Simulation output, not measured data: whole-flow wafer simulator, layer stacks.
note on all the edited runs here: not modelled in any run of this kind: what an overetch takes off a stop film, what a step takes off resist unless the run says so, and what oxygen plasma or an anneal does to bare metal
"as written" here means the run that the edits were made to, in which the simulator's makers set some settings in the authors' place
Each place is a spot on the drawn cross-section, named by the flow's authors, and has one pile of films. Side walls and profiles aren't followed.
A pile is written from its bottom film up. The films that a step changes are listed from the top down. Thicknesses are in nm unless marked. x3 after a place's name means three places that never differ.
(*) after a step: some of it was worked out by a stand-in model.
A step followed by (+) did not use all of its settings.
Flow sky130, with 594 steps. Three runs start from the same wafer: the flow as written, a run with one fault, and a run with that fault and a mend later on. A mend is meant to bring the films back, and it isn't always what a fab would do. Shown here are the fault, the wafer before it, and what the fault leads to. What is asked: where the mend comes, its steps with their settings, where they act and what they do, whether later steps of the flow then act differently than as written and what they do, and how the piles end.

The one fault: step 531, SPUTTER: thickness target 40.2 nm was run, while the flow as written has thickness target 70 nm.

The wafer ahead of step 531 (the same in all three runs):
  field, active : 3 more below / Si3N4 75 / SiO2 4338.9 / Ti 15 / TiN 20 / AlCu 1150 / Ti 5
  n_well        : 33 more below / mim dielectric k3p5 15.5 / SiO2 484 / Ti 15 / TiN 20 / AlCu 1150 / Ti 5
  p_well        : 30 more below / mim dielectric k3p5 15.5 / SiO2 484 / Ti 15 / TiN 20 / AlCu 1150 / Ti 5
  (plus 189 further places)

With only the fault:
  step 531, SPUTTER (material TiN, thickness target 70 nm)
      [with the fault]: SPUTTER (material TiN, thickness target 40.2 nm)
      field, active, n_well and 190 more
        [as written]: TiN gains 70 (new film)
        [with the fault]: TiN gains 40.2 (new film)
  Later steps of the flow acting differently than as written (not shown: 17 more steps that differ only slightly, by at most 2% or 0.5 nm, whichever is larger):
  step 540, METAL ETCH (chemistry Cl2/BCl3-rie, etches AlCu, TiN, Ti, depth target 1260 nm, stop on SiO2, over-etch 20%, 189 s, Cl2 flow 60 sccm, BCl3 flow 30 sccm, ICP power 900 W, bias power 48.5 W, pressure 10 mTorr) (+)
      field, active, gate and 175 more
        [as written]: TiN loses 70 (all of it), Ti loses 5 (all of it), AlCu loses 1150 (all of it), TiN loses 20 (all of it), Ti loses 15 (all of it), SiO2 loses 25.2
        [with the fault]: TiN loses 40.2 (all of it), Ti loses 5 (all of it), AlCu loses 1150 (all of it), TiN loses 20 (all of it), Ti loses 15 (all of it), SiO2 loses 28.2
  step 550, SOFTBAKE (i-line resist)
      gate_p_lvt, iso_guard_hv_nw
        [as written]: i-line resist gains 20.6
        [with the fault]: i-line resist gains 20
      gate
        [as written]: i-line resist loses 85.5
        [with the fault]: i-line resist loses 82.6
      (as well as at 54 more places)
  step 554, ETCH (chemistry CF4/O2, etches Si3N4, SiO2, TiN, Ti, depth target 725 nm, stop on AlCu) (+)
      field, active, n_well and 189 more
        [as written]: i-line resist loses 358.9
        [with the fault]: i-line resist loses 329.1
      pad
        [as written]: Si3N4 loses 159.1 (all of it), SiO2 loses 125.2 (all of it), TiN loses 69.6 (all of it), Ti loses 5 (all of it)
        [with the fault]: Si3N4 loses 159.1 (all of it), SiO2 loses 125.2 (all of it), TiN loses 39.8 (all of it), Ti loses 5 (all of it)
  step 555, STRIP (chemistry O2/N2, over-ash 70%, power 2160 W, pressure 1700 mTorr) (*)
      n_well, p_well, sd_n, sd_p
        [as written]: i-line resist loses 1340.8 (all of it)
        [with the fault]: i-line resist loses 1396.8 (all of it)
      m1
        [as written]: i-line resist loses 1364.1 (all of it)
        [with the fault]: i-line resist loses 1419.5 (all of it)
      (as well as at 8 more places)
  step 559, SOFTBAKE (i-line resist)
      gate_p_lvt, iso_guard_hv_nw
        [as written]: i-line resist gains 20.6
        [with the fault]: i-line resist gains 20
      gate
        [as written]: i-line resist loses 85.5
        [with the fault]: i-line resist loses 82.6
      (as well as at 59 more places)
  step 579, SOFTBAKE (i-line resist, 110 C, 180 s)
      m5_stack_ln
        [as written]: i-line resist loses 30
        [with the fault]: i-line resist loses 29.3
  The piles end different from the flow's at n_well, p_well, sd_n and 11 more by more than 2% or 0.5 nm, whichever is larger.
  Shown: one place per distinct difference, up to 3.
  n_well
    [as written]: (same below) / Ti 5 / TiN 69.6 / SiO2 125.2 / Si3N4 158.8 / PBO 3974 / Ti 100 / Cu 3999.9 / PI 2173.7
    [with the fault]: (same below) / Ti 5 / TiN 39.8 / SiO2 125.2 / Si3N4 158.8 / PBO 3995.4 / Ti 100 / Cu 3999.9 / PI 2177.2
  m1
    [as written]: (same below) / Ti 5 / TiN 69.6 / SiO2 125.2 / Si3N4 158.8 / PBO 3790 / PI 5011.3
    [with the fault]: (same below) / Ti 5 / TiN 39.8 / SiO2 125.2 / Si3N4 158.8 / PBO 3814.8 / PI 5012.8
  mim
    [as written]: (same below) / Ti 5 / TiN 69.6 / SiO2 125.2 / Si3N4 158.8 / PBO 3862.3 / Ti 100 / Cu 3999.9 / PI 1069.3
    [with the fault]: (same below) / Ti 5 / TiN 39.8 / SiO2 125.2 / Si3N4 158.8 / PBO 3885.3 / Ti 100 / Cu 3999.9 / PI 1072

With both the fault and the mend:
  After step 531 comes the mend.
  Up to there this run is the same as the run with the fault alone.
  step 531a, SPUTTER (material TiN, thickness target 29.8 nm) (a further turn of the flow's step 531, with different settings)
      field, active, n_well and 190 more
        TiN gains 29.8
  Every later step of the flow that is run acts as written at every place that is followed.
  At every place that both follow, the piles at the end match the flow's.
